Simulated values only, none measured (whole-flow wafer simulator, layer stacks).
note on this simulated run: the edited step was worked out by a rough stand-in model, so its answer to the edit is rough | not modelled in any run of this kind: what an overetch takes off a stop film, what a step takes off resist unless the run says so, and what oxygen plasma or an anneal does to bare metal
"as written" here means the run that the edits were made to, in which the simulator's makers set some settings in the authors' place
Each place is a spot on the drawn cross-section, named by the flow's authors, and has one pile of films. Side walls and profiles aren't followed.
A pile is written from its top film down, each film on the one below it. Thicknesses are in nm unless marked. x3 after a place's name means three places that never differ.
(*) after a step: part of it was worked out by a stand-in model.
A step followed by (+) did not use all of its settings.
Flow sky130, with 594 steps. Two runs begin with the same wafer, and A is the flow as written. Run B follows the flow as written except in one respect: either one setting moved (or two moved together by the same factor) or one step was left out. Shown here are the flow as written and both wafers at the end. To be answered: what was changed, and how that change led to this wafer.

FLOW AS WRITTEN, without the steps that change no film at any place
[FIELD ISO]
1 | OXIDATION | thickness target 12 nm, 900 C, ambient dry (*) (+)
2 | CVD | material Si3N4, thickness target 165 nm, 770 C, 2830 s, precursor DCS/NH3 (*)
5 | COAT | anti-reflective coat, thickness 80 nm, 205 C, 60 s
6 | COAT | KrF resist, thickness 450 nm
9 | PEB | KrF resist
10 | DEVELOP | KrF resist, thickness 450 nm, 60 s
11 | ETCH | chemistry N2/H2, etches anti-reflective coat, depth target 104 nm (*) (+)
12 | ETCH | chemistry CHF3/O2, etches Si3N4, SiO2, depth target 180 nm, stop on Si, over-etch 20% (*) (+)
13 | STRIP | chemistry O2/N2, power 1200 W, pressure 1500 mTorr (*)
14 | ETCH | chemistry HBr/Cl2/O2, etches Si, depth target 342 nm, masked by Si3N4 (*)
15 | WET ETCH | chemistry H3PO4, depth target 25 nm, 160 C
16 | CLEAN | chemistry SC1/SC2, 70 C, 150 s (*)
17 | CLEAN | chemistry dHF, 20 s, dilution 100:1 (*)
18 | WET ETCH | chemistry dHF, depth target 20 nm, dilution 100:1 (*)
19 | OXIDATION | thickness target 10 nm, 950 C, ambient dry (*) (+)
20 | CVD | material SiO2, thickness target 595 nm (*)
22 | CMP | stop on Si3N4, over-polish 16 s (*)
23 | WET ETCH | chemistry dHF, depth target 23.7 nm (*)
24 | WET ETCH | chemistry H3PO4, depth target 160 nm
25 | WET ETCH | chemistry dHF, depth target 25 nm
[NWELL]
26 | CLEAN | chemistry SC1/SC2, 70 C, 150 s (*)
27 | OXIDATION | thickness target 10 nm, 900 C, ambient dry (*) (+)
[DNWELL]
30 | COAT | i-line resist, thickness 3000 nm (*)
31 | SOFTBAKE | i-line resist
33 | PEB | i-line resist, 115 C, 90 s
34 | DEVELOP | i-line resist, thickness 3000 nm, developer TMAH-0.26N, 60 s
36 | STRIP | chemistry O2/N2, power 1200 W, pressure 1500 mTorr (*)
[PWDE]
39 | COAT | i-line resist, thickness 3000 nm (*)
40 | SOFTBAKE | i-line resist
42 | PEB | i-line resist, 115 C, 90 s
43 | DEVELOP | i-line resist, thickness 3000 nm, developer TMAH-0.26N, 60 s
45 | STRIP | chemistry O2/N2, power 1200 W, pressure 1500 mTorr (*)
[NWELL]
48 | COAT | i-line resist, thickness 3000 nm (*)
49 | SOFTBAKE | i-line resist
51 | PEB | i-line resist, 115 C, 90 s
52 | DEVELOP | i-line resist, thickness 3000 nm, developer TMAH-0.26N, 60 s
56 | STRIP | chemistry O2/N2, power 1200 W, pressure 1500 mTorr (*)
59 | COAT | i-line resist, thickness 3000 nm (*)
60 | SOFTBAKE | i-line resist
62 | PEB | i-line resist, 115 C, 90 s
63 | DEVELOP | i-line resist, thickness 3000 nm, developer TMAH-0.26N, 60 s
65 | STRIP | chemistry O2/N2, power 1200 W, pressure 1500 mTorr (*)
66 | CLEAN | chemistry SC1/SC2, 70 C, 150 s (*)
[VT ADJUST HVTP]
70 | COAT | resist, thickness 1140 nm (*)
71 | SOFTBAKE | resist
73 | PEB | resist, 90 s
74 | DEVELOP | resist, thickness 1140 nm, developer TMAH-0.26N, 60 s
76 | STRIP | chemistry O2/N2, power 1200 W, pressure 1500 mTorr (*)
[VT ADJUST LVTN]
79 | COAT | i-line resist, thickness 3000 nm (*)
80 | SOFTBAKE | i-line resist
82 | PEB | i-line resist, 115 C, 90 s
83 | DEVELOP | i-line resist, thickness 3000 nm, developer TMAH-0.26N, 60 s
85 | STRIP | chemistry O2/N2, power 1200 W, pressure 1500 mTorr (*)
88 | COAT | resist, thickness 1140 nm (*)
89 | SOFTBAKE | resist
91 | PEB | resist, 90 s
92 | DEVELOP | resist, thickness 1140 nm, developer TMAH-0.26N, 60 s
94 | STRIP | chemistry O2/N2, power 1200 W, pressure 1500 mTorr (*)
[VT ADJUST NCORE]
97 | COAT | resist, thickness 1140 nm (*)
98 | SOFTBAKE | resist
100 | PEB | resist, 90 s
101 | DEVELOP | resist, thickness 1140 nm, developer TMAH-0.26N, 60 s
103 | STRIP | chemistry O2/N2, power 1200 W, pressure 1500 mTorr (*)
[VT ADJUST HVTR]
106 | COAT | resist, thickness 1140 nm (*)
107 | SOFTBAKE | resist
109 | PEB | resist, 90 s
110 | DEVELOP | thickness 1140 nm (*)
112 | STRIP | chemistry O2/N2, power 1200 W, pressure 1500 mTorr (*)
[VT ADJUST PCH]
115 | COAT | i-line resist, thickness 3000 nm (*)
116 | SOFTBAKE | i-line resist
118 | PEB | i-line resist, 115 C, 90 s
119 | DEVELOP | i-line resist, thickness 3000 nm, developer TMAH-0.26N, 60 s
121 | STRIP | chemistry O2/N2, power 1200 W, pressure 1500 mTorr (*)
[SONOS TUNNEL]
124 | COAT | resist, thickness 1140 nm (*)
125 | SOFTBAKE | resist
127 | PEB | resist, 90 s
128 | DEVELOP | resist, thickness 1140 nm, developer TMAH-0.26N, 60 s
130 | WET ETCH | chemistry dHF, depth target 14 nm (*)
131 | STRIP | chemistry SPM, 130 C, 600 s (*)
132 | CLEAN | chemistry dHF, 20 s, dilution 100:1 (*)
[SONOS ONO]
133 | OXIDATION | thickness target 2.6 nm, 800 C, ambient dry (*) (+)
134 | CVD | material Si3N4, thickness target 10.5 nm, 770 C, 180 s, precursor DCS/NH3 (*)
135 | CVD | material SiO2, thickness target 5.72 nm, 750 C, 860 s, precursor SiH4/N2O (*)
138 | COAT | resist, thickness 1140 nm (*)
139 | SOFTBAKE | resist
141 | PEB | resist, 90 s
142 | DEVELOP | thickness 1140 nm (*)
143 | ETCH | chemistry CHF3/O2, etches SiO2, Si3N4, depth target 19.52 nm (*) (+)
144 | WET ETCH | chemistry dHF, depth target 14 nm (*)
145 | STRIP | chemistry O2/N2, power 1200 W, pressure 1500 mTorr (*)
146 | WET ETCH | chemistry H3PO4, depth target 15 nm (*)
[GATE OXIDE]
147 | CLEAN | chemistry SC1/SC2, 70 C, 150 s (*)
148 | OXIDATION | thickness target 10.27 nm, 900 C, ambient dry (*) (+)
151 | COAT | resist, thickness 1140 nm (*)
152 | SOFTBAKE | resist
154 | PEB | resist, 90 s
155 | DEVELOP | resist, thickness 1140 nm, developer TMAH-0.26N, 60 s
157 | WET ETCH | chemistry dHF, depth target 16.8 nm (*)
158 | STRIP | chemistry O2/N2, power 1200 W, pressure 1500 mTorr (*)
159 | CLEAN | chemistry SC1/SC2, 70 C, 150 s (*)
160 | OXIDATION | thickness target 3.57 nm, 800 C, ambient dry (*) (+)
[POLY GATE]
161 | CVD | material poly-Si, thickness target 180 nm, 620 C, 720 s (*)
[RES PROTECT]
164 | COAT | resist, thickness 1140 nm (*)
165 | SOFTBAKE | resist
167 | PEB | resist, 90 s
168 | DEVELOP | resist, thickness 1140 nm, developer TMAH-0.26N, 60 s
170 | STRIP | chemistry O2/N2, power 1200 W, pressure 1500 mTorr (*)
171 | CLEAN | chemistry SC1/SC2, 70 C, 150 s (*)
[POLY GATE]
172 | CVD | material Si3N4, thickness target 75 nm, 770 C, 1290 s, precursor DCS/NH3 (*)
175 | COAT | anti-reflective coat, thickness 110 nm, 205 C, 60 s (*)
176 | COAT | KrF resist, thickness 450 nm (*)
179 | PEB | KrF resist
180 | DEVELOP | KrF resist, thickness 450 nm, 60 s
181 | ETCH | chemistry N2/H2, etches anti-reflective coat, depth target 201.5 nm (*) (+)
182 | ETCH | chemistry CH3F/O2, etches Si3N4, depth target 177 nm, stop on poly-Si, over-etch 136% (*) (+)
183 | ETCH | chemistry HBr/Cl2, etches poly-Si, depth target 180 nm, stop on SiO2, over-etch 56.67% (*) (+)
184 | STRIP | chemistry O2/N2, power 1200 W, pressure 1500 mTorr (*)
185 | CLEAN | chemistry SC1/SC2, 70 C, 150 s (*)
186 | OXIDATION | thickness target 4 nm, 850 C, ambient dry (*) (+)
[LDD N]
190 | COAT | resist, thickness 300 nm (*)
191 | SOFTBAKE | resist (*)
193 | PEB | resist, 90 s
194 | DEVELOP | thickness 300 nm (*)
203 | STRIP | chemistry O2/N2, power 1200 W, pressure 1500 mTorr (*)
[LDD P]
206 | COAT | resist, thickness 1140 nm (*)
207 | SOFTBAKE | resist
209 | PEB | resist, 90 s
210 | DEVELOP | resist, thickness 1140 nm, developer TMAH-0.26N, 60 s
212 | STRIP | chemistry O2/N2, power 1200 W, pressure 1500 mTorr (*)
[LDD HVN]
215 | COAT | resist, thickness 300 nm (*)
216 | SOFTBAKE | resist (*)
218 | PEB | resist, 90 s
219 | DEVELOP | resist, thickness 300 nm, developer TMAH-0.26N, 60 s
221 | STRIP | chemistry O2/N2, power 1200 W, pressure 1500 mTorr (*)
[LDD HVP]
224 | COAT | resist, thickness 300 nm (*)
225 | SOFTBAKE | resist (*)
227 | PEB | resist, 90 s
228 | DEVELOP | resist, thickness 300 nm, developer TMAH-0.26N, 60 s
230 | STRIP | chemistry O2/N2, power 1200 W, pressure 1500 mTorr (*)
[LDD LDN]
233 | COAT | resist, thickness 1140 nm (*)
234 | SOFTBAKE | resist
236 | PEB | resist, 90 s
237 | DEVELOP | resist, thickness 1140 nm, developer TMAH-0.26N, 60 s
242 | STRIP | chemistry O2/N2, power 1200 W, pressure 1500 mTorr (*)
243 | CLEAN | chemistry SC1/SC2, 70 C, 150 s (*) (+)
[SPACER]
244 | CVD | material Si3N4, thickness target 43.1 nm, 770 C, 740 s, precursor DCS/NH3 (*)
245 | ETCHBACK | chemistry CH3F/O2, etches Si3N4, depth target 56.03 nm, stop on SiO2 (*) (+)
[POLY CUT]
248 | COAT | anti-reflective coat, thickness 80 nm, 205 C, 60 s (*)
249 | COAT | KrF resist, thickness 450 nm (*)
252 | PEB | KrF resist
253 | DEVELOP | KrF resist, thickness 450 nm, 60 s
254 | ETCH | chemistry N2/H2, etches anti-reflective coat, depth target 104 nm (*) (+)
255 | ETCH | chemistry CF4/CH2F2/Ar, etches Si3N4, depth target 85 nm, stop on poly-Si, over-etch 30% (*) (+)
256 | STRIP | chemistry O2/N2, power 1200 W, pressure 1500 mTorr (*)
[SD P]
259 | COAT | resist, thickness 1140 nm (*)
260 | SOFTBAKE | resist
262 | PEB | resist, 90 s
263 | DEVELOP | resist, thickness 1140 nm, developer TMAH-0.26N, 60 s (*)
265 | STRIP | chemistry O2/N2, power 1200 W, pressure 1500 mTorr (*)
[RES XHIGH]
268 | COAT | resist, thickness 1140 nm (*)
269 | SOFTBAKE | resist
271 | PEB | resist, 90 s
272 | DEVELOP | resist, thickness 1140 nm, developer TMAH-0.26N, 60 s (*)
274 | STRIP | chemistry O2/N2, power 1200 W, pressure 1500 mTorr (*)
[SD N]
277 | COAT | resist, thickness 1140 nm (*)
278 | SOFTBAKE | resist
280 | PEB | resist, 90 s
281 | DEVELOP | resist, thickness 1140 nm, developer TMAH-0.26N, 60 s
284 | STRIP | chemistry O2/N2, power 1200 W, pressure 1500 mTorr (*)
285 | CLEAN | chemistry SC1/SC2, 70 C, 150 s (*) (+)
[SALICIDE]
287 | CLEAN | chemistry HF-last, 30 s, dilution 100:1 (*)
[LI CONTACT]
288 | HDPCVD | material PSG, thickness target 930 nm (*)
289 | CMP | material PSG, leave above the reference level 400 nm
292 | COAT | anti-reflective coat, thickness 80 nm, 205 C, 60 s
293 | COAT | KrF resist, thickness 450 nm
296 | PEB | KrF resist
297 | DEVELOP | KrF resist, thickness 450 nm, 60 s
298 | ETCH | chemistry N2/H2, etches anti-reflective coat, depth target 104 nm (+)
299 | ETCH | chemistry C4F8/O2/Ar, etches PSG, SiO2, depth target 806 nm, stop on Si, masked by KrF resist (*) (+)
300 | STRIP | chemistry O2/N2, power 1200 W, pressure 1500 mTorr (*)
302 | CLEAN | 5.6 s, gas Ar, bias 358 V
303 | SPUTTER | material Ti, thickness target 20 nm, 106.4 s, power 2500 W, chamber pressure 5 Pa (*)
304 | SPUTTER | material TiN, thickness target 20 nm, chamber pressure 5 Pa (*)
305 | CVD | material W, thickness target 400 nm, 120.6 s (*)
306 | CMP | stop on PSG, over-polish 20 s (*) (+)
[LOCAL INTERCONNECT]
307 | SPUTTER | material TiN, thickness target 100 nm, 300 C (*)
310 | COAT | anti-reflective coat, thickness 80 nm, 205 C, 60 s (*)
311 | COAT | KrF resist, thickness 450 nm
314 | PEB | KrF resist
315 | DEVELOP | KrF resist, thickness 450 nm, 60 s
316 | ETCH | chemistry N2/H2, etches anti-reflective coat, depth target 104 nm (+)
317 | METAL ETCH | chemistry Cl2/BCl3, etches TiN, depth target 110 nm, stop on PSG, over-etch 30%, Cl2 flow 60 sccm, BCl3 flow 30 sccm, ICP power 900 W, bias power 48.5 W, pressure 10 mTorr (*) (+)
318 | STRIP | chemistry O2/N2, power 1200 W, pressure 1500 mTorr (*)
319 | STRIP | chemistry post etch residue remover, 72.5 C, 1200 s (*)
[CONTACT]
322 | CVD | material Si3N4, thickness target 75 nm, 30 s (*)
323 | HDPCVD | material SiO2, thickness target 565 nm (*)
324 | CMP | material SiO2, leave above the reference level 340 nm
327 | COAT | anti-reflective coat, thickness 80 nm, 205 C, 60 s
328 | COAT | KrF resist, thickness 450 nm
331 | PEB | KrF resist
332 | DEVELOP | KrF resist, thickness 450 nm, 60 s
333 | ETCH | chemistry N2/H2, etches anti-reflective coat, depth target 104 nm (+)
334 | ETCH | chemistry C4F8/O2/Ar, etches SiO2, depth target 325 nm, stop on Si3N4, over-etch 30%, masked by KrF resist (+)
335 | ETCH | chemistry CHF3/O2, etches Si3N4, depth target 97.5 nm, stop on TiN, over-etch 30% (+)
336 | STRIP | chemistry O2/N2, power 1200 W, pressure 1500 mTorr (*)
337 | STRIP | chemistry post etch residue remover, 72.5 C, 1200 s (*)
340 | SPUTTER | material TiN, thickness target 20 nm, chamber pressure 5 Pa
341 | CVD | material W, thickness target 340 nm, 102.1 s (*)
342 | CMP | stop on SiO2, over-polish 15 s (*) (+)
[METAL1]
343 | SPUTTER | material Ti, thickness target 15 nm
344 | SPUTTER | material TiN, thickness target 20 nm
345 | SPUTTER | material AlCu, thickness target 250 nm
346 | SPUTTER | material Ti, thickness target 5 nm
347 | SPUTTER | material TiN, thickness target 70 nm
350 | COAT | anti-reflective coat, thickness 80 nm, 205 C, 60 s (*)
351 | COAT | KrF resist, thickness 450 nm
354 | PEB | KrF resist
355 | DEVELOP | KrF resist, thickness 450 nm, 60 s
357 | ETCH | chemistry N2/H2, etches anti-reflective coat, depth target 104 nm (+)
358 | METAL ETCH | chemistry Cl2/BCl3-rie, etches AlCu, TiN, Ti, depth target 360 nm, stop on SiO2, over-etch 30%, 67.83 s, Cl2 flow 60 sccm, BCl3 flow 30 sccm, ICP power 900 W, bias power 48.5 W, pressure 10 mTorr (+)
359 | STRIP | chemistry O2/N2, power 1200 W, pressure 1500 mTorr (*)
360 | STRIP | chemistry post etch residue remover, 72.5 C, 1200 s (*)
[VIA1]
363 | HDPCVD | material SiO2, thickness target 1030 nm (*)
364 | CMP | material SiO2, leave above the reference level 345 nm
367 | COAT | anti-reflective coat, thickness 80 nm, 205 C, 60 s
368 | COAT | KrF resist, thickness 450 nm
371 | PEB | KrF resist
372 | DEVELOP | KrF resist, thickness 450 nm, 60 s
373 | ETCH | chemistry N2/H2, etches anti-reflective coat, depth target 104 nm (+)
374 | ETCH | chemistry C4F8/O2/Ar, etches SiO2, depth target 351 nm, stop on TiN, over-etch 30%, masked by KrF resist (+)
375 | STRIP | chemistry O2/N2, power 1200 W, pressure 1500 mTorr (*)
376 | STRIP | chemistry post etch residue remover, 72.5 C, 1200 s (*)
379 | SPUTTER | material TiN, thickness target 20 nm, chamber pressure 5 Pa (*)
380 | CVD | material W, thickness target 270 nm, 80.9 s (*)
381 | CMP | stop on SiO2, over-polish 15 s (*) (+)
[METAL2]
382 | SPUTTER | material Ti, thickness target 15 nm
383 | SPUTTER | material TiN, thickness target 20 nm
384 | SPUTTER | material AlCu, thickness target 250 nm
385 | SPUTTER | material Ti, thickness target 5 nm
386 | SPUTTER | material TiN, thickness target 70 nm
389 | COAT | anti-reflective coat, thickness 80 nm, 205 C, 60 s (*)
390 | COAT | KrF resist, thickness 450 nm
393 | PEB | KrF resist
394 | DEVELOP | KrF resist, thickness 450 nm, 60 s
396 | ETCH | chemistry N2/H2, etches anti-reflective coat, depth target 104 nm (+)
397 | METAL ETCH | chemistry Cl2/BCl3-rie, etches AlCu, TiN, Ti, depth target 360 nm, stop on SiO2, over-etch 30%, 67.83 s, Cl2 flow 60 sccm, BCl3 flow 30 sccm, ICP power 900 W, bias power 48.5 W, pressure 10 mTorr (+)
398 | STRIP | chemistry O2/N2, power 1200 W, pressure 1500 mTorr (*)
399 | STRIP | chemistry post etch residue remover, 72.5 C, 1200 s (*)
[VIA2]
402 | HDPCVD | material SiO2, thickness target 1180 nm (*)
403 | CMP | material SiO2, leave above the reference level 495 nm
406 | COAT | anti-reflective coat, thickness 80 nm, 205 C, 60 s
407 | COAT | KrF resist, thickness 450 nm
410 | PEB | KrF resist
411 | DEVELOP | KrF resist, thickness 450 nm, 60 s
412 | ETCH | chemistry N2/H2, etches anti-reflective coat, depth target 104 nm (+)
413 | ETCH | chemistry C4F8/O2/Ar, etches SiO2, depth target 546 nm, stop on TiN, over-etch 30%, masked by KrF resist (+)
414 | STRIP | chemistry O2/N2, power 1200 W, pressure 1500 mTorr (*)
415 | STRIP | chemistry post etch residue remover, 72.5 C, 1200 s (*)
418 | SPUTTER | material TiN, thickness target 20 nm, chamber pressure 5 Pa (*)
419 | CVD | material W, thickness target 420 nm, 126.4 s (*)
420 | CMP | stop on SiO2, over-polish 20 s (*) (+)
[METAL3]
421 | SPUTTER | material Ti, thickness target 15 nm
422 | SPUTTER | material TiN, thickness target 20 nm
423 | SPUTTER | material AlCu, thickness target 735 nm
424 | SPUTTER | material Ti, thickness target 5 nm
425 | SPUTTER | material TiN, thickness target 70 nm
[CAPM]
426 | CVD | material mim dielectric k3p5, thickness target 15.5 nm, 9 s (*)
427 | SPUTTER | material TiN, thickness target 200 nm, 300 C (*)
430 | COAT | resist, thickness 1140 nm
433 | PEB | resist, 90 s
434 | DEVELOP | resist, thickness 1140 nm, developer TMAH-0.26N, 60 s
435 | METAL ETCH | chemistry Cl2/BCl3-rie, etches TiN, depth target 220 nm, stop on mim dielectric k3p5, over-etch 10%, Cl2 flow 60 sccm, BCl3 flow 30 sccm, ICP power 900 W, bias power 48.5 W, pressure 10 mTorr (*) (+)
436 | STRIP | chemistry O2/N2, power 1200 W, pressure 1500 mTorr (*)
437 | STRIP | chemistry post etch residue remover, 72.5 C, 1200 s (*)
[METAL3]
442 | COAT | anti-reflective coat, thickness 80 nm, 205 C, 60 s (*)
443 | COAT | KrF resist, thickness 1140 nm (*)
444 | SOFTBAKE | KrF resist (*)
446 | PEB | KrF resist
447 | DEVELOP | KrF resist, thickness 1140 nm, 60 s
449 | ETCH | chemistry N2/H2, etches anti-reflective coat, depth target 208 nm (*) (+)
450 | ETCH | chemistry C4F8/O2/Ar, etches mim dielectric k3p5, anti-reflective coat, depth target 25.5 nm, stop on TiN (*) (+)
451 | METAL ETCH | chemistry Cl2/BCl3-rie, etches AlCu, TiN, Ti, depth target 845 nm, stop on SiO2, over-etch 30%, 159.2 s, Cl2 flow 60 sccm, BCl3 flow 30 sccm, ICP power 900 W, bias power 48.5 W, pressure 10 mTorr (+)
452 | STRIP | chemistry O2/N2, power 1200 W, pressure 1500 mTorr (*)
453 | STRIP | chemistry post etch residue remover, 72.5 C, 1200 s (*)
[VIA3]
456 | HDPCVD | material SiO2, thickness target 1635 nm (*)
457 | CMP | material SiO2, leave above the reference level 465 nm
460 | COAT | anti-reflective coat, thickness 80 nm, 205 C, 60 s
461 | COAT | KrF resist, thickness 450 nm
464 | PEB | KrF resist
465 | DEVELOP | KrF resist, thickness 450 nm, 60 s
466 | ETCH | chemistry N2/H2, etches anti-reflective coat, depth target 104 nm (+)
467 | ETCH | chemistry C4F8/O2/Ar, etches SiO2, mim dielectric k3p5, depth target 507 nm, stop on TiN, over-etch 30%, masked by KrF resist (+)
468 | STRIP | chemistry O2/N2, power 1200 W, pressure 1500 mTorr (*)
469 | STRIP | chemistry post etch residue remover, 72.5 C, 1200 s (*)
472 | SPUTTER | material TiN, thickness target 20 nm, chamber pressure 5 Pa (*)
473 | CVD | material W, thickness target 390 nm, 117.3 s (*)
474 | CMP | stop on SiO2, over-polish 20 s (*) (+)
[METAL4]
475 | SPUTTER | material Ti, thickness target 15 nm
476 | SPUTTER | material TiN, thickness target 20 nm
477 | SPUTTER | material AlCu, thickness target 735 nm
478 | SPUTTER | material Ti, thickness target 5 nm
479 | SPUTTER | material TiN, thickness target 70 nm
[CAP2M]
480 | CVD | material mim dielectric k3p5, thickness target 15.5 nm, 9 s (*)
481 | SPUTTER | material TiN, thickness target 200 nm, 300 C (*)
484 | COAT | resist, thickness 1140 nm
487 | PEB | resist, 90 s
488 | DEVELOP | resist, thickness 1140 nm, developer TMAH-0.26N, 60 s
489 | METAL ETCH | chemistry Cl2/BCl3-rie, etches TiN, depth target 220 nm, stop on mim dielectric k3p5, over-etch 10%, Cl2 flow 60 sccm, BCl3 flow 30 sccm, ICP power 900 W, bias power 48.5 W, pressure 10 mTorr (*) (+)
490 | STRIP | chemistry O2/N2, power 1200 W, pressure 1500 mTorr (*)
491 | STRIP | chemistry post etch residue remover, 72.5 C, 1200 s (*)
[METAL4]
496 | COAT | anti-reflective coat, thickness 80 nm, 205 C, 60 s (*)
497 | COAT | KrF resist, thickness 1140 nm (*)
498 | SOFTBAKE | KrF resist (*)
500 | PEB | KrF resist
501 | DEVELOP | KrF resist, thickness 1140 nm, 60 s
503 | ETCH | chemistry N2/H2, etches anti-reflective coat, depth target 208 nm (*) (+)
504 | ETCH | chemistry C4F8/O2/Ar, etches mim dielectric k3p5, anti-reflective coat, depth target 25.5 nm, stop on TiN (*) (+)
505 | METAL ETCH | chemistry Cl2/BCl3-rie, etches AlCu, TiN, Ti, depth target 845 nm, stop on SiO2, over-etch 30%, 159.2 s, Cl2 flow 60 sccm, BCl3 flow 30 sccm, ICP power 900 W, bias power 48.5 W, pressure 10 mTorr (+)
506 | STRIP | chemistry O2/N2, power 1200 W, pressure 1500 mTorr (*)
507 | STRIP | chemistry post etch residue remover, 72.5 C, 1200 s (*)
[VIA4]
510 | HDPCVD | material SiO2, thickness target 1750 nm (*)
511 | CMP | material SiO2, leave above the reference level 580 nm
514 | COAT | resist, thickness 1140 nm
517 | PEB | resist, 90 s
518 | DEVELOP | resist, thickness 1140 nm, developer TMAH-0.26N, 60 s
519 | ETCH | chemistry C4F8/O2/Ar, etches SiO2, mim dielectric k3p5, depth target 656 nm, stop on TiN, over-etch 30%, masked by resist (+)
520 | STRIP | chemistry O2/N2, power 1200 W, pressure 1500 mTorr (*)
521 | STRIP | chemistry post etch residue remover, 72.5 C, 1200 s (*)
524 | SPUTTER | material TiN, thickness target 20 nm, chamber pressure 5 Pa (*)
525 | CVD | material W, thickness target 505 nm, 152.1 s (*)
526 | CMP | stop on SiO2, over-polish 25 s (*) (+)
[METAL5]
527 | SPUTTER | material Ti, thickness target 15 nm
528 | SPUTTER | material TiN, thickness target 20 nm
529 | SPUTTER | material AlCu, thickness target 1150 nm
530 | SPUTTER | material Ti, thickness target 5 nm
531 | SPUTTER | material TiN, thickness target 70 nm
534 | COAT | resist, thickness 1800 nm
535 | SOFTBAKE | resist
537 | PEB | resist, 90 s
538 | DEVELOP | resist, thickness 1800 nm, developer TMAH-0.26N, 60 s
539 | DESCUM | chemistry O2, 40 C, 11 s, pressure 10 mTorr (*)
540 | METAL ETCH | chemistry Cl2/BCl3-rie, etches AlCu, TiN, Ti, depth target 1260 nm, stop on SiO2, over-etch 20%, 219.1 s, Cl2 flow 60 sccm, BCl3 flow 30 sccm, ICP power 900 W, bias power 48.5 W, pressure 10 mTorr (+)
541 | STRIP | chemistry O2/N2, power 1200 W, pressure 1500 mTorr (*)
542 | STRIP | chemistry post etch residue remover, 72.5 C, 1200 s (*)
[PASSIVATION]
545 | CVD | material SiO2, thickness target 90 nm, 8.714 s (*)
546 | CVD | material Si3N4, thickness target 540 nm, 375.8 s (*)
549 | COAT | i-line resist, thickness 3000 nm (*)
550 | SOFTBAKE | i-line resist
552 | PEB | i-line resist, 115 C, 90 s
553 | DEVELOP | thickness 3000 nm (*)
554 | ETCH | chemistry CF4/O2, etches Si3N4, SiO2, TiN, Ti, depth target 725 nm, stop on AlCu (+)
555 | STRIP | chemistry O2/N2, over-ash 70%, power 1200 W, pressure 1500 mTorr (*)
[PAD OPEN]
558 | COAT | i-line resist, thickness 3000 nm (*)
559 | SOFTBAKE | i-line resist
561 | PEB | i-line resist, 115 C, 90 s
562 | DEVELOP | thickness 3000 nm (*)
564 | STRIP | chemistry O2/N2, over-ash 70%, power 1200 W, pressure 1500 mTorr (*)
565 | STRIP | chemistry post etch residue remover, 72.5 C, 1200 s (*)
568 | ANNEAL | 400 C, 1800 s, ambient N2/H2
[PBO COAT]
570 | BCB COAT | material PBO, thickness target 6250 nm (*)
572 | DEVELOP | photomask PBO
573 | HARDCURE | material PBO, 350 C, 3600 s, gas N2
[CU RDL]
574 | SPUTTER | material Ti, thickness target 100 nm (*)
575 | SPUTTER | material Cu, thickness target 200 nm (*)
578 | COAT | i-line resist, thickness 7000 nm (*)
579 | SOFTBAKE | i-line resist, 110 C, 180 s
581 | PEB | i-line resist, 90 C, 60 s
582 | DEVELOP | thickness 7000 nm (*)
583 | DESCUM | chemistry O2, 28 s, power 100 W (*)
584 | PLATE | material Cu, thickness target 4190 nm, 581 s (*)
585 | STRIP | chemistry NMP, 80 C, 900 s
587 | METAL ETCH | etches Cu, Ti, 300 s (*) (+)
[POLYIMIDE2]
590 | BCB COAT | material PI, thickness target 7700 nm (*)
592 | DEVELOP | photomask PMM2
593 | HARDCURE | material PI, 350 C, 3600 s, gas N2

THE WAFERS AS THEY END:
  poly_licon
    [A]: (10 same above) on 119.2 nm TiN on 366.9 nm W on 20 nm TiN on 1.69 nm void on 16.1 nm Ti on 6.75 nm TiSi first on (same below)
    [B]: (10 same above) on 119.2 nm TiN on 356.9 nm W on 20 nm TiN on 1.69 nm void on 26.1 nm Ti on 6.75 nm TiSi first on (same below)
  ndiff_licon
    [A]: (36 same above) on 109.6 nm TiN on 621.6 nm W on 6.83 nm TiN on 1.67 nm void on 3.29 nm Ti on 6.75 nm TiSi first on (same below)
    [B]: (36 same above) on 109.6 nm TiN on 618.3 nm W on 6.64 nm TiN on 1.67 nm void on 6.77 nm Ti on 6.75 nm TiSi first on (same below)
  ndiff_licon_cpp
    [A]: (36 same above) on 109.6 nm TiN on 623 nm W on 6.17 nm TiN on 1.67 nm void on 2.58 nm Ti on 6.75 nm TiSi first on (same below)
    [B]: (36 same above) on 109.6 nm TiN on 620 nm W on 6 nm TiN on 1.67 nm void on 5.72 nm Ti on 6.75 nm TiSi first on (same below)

Cause: step 303, SPUTTER: thickness target 30 nm was run, while the flow as written has thickness target 20 nm.

The path from the change to this, step by step:
  303 | SPUTTER | material Ti, thickness target 20 nm, 106.4 s, power 2500 W, chamber pressure 5 Pa (*)
      field, active, n_well and 185 more: A Ti gains 20 (new film) | B Ti gains 30 (new film)
      ndiff_licon: A Ti gains 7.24 (new film) | B Ti gains 10.7 (new film)
      (and at 2 other places as well)
  306 | CMP | stop on PSG, over-polish 20 s (*) (+)
      field, active, n_well and 184 more: A W loses 400 (all of it), TiN loses 20 (all of it), Ti loses 20 (all of it), PSG loses 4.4 | B W loses 400 (all of it), TiN loses 20 (all of it), Ti loses 30 (all of it), PSG loses 4.4
      ndiff_licon, ndiff_licon_cpp, rpo_hd_licon: A W loses 444.9 | B W loses 454.9
      (and at 1 other place as well)
